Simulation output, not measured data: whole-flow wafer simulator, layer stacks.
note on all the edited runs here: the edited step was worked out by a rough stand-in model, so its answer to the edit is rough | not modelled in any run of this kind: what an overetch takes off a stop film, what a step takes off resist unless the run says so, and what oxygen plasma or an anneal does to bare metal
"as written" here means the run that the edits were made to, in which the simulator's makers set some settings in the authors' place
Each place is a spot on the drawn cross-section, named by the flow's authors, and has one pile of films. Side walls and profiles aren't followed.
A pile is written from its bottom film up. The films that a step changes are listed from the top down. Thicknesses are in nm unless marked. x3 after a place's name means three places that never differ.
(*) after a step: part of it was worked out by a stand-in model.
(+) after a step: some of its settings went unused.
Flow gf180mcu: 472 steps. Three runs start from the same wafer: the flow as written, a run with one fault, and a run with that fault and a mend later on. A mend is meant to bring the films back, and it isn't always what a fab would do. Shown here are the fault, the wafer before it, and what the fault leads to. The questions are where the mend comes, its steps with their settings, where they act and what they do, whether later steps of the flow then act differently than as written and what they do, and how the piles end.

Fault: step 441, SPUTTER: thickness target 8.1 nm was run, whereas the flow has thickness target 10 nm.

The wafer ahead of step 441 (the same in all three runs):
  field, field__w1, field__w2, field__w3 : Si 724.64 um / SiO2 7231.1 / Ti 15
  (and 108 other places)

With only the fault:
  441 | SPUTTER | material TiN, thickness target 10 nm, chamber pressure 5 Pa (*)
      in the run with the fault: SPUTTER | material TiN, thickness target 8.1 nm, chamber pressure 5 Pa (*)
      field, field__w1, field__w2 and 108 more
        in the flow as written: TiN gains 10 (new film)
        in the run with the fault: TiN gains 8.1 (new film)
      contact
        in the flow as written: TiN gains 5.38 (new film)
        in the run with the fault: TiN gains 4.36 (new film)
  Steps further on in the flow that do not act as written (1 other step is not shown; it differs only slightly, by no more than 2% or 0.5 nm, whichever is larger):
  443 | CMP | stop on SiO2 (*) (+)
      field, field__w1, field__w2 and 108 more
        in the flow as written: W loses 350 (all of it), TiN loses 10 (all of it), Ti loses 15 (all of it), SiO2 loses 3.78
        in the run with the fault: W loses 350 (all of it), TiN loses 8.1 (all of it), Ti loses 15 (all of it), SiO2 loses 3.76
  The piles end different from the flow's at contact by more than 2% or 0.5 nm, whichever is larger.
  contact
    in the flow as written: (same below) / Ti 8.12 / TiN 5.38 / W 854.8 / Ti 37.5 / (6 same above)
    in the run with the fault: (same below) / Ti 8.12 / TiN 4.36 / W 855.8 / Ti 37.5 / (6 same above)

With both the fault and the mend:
  After step 441 comes the mend.
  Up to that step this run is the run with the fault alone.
  441a | SPUTTER | material TiN, thickness target 1.9 nm, chamber pressure 5 Pa (*) (the flow's step 441, run once more with other settings)
      field, field__w1, field__w2 and 108 more
        TiN gains 1.9
      contact
        TiN gains 1.02
  Every later step of the flow that is run acts as written at every place that is followed.
  The piles end the same as the flow's at every place that both follow.
